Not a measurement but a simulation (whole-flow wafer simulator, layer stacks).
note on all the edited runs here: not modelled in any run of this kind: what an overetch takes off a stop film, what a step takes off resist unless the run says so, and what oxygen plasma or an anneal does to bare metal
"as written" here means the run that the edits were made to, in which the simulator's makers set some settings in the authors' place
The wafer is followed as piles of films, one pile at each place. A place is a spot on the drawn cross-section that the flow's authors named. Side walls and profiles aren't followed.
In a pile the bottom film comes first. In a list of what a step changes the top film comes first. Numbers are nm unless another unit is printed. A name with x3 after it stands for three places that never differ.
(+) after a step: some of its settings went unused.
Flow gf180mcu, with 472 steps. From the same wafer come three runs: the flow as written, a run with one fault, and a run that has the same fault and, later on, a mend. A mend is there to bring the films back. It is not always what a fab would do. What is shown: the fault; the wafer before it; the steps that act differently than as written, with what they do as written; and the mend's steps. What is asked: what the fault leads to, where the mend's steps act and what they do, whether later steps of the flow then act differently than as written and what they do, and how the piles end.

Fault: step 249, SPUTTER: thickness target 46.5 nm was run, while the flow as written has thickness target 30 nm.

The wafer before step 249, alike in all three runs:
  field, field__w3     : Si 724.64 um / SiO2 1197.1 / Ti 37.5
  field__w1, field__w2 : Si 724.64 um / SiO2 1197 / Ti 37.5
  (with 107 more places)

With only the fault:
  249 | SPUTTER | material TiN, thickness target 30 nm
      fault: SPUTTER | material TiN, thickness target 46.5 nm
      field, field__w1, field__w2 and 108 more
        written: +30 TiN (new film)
        fault: +46.5 TiN (new film)
  Later steps of the flow acting differently than as written:
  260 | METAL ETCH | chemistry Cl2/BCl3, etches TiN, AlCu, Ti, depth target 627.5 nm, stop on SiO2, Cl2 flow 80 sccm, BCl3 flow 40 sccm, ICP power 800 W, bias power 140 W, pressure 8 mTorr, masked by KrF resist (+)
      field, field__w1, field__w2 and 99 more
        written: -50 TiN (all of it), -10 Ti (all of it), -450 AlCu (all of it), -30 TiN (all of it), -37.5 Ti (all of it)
        fault: -50 TiN (all of it), -10 Ti (all of it), -450 AlCu (all of it), -46.5 TiN (all of it), -37.5 Ti (all of it)
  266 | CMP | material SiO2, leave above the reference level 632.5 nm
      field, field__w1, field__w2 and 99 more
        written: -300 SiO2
        fault: -283.5 SiO2
  At field__w8, contact, m1 and 6 more, the piles at the end differ from the flow's by more than 2% or 0.5 nm, whichever is larger.
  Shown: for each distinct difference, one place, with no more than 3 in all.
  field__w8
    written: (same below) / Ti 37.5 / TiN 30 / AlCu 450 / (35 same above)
    fault: (same below) / Ti 37.5 / TiN 46.5 / AlCu 450 / (35 same above)
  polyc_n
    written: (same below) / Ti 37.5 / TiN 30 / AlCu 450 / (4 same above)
    fault: (same below) / Ti 37.5 / TiN 46.5 / AlCu 450 / (4 same above)
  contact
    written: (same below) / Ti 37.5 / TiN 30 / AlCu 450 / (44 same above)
    fault: (same below) / Ti 37.5 / TiN 46.5 / AlCu 450 / (44 same above)

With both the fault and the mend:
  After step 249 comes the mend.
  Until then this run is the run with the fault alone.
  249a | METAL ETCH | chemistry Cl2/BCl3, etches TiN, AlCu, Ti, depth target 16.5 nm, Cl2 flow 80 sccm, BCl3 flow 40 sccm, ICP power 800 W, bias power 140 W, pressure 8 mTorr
      field, field__w1, field__w2 and 108 more
        -16.5 TiN
  Every later step of the flow that is run acts as written at every place that is followed.
  At every place that both follow, the piles at the end match the flow's.
